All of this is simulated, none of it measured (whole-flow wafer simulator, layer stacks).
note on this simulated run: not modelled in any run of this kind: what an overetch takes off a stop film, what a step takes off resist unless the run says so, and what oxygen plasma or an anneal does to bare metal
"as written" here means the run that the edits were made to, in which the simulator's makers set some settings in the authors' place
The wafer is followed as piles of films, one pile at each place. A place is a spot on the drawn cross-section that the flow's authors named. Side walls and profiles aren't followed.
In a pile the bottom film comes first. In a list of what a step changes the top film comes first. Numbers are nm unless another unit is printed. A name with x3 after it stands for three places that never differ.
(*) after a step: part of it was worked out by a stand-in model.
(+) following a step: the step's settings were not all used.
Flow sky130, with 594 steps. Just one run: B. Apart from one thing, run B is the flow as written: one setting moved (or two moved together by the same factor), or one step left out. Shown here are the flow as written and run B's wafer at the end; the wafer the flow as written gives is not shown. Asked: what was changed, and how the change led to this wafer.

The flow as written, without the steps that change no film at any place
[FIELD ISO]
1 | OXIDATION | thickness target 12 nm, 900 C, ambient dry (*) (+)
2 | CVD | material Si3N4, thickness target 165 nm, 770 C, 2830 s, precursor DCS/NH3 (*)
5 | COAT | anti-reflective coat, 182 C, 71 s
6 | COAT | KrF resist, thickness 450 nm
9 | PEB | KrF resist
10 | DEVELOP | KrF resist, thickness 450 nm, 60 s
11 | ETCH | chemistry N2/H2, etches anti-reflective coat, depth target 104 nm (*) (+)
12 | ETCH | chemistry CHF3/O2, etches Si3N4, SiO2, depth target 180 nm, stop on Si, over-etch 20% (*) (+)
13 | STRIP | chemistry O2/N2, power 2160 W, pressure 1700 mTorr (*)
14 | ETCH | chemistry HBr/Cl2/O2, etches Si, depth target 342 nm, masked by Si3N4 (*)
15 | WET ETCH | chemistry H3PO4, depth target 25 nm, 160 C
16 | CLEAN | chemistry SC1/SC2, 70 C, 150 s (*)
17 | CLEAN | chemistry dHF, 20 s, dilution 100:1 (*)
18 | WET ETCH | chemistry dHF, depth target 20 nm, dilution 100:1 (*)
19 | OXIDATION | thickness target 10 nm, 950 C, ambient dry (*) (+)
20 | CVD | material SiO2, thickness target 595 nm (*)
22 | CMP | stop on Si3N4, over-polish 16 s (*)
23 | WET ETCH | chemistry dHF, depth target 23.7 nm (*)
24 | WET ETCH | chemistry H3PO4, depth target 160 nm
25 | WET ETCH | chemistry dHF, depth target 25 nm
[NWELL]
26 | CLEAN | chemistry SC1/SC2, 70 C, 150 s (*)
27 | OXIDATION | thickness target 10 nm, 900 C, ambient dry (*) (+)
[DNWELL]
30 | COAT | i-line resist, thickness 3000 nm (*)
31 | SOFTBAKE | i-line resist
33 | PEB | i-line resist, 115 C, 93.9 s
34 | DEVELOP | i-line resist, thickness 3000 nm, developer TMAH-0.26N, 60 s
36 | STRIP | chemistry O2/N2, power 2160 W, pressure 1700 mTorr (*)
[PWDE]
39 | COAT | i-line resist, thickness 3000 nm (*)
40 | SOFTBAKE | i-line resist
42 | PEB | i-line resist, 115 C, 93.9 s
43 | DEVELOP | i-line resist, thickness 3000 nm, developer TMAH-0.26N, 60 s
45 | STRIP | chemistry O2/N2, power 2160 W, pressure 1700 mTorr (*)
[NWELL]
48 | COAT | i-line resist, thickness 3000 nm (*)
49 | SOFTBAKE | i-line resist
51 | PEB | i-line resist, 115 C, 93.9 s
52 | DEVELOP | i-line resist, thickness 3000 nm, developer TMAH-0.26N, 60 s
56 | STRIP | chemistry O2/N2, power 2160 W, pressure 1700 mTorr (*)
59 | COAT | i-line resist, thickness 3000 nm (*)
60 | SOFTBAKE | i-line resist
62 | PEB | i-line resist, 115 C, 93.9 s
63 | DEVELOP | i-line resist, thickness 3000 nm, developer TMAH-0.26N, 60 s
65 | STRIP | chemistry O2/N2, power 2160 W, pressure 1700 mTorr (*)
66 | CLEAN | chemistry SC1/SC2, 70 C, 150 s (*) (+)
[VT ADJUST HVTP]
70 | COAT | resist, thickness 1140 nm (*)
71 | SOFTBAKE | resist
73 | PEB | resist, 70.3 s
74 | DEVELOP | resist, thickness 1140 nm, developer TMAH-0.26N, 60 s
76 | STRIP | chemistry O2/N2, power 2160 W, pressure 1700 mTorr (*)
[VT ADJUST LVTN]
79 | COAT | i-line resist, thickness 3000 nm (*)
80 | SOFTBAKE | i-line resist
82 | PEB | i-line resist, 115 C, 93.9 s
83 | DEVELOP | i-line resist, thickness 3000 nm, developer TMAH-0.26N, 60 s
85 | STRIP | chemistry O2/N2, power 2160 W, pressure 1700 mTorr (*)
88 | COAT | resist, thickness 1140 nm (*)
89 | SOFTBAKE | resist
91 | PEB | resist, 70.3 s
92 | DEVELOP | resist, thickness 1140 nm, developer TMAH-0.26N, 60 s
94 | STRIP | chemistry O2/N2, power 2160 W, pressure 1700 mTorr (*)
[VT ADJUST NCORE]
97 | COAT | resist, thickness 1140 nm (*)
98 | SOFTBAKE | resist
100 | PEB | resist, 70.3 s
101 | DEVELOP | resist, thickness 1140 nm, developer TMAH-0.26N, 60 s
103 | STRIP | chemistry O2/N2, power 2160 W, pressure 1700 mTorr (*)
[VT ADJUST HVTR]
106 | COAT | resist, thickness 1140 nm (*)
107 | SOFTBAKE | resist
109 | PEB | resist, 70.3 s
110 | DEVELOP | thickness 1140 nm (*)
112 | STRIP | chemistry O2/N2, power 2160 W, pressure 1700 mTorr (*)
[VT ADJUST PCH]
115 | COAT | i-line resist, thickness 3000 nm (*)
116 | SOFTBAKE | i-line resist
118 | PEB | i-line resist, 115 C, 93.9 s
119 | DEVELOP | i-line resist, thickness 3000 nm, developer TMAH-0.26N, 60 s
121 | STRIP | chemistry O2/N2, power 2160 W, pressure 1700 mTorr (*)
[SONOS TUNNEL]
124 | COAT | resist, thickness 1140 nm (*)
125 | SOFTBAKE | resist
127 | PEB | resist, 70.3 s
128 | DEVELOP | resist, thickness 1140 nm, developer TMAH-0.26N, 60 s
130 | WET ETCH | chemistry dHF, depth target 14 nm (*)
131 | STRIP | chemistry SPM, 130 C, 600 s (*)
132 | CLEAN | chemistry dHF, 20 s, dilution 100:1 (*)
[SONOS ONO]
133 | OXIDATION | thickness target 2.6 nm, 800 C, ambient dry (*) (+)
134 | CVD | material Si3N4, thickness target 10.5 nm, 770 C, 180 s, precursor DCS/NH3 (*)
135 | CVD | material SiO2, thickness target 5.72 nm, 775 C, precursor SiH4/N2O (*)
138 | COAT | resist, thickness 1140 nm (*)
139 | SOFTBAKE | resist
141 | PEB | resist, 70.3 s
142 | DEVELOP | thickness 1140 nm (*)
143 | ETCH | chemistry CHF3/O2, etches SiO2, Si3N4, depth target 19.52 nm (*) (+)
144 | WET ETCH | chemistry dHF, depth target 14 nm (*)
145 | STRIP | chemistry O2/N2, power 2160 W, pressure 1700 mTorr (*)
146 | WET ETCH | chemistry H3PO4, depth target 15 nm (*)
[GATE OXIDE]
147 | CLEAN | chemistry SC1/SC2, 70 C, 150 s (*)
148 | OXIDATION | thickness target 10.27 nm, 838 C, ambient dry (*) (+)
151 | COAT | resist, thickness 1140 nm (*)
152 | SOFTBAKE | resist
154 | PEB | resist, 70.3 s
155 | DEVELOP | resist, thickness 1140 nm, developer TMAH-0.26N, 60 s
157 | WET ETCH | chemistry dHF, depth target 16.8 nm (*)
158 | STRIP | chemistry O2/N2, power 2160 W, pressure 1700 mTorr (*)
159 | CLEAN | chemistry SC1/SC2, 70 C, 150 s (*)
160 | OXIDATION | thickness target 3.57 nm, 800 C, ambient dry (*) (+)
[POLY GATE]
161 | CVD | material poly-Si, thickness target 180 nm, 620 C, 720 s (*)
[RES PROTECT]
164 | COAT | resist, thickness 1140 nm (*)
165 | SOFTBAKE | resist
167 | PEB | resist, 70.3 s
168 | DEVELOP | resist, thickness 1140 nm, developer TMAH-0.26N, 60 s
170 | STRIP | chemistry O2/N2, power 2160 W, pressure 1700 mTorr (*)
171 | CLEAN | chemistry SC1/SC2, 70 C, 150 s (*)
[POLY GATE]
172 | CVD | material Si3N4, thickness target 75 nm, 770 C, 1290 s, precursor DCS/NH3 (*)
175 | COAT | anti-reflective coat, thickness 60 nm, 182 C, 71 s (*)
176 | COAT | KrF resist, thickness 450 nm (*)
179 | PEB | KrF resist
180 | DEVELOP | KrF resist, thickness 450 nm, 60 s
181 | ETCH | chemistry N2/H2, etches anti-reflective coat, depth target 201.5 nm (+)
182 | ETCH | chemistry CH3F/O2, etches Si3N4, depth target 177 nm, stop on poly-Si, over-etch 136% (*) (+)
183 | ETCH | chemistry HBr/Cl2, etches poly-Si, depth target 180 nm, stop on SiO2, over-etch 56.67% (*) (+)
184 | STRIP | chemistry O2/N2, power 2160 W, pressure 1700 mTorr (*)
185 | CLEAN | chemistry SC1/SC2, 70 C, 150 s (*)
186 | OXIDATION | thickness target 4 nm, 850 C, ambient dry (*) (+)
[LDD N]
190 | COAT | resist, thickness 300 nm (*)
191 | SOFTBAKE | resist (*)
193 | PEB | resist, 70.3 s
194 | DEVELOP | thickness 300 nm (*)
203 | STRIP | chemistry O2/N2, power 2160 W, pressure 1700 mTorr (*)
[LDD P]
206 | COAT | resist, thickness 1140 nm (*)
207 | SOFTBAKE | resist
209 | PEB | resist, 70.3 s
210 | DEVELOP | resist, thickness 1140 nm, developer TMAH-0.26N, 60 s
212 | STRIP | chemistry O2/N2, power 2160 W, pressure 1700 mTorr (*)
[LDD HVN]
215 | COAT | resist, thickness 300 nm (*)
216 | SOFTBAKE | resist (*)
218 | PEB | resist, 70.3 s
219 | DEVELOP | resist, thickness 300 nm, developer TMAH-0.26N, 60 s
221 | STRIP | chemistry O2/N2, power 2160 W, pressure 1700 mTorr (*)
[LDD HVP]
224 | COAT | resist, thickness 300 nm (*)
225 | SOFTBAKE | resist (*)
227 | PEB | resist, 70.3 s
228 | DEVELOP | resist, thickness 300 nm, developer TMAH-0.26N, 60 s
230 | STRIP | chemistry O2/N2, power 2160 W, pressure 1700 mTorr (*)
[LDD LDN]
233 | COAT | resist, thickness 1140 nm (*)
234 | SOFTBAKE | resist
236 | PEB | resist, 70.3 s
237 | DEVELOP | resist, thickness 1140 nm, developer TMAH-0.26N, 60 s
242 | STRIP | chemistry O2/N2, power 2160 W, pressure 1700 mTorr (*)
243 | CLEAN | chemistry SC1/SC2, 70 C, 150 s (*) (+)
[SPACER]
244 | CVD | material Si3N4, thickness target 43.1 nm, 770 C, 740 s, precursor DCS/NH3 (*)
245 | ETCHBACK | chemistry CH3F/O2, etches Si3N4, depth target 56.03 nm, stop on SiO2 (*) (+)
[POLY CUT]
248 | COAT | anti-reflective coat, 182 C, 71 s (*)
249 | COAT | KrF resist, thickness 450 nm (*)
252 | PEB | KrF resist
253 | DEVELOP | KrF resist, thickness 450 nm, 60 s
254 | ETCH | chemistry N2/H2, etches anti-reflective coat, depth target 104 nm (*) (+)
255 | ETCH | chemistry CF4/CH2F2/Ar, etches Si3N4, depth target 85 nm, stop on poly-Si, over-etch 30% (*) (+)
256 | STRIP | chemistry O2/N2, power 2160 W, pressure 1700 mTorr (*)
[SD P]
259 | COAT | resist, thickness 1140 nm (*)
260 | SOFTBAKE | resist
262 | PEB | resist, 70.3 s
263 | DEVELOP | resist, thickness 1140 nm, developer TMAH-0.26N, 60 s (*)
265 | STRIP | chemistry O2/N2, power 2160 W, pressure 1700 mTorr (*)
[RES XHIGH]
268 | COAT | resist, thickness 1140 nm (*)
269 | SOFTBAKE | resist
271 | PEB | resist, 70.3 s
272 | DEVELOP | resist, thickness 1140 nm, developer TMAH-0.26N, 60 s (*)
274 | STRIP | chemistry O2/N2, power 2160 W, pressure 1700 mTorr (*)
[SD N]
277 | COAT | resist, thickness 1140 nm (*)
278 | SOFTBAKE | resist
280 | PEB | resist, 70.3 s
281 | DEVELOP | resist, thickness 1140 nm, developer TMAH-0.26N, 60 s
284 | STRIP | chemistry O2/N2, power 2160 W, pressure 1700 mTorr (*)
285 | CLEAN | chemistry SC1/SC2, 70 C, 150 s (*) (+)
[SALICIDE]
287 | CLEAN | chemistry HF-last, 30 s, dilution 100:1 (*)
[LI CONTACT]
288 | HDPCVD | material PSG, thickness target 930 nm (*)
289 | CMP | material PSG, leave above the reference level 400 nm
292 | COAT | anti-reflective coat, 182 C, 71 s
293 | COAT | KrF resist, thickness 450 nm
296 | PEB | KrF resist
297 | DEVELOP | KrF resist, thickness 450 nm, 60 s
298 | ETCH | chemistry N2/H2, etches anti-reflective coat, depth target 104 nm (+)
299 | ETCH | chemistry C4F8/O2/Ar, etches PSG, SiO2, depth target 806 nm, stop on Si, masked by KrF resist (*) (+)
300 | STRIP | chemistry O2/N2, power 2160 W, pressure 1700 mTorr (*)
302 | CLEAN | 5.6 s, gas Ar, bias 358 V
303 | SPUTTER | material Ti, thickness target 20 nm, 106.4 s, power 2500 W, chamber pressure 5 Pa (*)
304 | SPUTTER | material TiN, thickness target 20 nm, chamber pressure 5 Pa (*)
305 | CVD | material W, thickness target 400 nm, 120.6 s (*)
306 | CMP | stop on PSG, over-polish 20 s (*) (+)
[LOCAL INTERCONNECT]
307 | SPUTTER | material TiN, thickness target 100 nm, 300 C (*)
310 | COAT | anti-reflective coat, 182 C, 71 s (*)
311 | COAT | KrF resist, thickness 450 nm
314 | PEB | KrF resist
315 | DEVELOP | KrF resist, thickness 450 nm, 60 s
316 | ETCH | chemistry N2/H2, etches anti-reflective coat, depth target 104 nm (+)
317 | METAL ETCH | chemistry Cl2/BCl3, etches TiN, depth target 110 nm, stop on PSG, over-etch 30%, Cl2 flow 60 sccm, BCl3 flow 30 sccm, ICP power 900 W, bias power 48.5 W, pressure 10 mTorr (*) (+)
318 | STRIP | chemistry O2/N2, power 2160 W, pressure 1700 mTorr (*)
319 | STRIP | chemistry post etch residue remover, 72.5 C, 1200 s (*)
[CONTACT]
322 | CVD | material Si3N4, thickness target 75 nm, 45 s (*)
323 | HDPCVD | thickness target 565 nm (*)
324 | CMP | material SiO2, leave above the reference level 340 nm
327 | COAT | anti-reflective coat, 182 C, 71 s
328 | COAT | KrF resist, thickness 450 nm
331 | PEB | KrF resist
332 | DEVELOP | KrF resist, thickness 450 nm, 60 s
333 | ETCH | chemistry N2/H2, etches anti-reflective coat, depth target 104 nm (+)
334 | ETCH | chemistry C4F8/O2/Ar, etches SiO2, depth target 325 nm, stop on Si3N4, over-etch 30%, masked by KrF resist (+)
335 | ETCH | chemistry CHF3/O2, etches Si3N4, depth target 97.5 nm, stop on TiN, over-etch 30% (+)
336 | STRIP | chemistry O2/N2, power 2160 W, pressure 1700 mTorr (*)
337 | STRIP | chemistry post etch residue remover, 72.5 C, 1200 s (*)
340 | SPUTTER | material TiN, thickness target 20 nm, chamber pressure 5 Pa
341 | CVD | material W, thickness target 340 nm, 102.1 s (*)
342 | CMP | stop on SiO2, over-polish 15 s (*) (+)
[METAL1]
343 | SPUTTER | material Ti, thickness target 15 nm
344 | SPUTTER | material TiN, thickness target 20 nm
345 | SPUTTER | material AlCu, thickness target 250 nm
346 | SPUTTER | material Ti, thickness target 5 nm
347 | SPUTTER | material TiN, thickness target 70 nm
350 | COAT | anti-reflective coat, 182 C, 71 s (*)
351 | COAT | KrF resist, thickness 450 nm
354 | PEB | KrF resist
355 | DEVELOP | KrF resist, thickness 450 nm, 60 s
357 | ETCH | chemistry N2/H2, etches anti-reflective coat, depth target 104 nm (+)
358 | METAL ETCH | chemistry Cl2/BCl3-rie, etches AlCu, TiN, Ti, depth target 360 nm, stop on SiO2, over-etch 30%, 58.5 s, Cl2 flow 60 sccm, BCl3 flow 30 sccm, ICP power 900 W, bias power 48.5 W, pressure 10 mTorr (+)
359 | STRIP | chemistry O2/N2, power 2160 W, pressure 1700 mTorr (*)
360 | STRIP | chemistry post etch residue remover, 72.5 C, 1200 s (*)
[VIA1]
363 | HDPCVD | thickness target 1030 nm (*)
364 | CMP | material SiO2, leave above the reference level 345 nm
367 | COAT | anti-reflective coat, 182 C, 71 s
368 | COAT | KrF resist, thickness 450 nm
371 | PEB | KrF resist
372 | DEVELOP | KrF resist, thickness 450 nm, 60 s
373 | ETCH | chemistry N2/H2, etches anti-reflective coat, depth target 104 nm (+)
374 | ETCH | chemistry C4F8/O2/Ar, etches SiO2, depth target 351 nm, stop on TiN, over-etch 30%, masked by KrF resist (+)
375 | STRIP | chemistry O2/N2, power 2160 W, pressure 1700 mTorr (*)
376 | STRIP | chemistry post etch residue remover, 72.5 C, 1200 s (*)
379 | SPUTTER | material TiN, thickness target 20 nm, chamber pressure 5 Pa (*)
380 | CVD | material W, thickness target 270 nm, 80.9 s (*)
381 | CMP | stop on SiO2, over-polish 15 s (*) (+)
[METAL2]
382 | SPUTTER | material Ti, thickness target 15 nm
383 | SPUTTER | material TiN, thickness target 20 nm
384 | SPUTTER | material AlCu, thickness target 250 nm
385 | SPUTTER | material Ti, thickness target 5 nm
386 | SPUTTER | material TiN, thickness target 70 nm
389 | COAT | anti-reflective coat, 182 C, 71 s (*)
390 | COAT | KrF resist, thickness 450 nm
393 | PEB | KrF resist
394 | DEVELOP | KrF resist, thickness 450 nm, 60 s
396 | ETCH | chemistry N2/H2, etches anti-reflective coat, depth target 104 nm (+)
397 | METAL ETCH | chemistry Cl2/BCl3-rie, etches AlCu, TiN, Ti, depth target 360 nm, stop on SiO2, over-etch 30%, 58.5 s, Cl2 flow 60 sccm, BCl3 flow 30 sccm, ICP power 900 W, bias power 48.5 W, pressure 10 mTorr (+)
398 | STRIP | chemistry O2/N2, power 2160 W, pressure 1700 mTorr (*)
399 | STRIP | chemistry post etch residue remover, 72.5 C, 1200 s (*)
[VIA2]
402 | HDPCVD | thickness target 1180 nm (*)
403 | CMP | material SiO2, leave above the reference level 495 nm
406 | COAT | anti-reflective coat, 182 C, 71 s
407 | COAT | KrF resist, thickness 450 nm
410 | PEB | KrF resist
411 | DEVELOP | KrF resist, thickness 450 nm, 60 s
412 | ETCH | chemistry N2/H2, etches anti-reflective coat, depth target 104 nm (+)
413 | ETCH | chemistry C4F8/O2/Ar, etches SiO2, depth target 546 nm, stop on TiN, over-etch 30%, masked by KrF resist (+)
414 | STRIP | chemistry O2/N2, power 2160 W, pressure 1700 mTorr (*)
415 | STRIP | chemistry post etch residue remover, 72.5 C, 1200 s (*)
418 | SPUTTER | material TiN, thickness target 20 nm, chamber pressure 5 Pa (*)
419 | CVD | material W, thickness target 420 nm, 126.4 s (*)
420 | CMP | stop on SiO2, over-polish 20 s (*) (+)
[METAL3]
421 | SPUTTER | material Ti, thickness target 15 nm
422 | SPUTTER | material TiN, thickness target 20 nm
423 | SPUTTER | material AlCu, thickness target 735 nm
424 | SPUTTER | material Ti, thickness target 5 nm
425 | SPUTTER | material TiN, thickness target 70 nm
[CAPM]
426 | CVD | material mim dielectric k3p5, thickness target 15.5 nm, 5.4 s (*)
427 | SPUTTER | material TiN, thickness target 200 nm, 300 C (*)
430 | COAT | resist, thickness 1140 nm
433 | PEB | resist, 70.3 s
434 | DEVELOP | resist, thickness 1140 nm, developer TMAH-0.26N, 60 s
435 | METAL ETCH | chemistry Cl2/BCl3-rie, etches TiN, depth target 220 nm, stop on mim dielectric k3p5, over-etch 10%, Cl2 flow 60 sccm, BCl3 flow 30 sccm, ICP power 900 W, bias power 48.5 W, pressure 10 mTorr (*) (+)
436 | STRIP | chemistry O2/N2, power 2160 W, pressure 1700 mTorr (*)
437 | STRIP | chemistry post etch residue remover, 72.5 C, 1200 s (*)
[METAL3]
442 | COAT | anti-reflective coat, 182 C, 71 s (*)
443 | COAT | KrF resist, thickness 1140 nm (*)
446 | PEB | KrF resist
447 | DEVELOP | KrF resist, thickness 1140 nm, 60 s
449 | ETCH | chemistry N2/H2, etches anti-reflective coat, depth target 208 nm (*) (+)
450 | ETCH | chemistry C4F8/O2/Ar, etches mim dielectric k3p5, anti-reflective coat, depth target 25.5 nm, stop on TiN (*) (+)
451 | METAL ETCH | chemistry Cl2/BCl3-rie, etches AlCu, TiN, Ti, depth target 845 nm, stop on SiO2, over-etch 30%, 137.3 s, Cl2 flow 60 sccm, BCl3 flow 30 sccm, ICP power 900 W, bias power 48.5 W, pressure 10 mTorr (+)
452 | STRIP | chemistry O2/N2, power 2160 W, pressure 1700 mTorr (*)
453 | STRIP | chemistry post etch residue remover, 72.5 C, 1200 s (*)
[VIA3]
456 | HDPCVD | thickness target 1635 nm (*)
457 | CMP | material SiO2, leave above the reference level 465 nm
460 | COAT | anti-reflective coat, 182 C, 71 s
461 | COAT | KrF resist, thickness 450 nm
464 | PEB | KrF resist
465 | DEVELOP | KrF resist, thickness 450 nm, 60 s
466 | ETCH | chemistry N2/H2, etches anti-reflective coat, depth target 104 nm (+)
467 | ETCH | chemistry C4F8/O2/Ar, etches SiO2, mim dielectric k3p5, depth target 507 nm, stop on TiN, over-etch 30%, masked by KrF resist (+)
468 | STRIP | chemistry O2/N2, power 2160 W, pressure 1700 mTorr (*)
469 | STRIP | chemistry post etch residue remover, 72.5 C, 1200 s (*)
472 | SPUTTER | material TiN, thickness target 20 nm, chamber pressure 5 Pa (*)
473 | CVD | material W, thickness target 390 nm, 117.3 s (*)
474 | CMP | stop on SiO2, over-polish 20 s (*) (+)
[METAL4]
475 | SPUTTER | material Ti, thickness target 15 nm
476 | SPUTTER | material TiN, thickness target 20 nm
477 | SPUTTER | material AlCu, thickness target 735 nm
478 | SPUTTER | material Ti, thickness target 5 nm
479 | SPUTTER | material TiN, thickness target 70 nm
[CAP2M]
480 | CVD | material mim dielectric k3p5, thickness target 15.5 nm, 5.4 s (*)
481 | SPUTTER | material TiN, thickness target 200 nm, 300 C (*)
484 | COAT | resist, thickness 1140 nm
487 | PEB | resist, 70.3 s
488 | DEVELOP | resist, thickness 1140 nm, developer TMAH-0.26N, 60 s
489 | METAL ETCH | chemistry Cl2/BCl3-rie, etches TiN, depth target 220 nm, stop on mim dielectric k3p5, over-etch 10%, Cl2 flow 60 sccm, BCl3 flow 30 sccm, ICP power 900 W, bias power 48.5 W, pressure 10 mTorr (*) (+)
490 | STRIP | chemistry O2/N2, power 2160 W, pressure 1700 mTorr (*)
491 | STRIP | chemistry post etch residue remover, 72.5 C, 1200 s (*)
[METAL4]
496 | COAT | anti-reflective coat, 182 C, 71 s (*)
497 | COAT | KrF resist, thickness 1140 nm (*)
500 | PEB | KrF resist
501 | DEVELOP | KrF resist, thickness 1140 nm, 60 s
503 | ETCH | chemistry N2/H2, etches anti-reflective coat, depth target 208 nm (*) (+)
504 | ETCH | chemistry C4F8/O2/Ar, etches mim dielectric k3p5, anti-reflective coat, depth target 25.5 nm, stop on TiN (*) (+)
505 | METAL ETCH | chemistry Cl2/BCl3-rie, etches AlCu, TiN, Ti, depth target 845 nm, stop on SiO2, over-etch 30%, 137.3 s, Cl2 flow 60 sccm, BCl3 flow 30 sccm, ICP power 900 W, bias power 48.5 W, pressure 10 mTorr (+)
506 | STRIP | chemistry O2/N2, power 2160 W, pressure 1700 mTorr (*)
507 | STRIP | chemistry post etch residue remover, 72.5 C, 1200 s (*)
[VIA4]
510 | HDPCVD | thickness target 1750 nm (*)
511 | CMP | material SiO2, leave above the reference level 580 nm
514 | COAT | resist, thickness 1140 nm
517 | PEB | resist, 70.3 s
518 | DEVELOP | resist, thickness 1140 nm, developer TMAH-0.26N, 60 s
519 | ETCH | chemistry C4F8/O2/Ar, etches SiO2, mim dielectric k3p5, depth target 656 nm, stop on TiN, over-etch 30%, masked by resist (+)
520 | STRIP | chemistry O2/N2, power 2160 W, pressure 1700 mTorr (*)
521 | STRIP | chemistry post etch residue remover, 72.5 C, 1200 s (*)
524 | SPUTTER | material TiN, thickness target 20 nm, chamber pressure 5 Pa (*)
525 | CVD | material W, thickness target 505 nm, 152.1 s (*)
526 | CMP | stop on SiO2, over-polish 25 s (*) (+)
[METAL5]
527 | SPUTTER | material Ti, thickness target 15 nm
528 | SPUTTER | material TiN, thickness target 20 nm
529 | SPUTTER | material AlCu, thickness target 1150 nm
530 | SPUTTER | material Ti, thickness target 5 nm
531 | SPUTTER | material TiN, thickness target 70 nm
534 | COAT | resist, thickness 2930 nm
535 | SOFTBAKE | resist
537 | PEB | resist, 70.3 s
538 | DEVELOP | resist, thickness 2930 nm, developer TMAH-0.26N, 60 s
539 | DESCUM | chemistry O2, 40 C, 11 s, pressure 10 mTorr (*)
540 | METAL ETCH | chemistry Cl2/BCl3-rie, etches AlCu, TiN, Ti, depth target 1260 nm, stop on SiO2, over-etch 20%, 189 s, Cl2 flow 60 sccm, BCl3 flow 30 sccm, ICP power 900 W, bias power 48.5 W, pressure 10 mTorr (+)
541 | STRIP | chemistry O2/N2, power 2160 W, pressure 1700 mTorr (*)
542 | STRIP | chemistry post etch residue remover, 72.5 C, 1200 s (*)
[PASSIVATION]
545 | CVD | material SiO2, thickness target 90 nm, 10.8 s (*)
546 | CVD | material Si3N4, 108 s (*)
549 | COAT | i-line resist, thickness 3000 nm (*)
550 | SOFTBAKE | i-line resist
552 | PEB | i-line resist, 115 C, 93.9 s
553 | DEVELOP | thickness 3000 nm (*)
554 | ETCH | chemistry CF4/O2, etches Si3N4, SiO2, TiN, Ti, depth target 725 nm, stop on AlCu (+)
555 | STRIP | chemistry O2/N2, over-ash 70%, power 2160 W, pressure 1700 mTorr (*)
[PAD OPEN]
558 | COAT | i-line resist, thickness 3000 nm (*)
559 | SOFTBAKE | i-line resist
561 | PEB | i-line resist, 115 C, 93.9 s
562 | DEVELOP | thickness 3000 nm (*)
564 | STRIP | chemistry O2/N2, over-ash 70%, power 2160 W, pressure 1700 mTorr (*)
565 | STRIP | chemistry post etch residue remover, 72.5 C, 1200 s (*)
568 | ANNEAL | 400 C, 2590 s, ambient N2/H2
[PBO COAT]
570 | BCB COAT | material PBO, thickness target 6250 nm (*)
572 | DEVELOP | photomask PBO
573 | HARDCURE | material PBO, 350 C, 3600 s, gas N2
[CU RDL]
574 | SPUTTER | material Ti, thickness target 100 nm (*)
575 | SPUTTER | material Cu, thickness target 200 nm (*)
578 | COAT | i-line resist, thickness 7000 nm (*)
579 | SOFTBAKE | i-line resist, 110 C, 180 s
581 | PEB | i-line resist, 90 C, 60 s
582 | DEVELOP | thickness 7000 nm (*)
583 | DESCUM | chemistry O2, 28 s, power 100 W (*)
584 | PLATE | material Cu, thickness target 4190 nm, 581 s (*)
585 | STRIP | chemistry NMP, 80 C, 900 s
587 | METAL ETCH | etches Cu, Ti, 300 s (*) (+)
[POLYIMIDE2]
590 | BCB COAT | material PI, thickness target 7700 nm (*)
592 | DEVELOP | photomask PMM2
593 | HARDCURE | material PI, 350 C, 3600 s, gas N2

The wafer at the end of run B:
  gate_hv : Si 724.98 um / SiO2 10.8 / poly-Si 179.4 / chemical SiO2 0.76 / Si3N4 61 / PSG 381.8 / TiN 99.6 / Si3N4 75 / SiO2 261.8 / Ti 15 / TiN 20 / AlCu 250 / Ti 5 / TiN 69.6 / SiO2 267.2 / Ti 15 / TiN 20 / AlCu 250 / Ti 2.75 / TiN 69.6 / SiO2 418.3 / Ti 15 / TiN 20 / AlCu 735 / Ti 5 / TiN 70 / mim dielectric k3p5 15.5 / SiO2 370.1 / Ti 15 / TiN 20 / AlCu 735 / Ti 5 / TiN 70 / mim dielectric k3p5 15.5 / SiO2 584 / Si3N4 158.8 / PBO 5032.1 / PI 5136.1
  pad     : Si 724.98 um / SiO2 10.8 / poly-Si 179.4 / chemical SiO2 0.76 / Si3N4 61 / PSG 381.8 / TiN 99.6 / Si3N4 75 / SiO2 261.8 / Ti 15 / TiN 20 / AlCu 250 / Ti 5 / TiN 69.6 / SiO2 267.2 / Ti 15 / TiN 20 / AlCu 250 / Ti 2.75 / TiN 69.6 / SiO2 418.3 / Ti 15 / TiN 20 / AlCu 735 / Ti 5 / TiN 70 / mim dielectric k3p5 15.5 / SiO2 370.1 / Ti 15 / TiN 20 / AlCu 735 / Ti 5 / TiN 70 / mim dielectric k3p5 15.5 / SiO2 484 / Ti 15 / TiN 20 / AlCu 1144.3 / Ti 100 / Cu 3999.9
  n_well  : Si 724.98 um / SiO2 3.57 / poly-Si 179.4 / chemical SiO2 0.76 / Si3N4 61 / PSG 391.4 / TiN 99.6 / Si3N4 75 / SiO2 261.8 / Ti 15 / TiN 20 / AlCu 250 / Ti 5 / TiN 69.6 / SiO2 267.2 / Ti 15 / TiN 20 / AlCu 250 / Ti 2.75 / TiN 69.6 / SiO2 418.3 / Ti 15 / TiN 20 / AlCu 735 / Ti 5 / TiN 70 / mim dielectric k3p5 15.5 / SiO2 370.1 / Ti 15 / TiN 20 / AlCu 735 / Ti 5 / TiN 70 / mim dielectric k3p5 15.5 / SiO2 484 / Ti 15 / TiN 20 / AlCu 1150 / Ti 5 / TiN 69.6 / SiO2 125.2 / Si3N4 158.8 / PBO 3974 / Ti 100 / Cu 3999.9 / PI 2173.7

Cause: step 385, SPUTTER: thickness target 2.75 nm was run, whereas the flow has thickness target 5 nm.
One can read it off the wafer: gate_hv has Ti 2.75, and step 385 as written asks for 5 nm.

Step by step, how the change led to this:
  385 | SPUTTER | material Ti, thickness target 5 nm
      field, active, n_well and 188 more: +2.75 Ti (new film) (it would be, as written: +5 Ti (new film))
  397 | METAL ETCH | chemistry Cl2/BCl3-rie, etches AlCu, TiN, Ti, depth target 360 nm, stop on SiO2, over-etch 30%, 58.5 s, Cl2 flow 60 sccm, BCl3 flow 30 sccm, ICP power 900 W, bias power 48.5 W, pressure 10 mTorr (+)
      field, active, gate and 82 more: -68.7 TiN (all of it), -2.75 Ti (all of it), -250 AlCu (all of it), -20 TiN (all of it), -15 Ti (all of it), -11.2 SiO2 (it would be, as written: -68.7 TiN (all of it), -5 Ti (all of it), -250 AlCu (all of it), -20 TiN (all of it), -15 Ti (all of it), -10.9 SiO2)
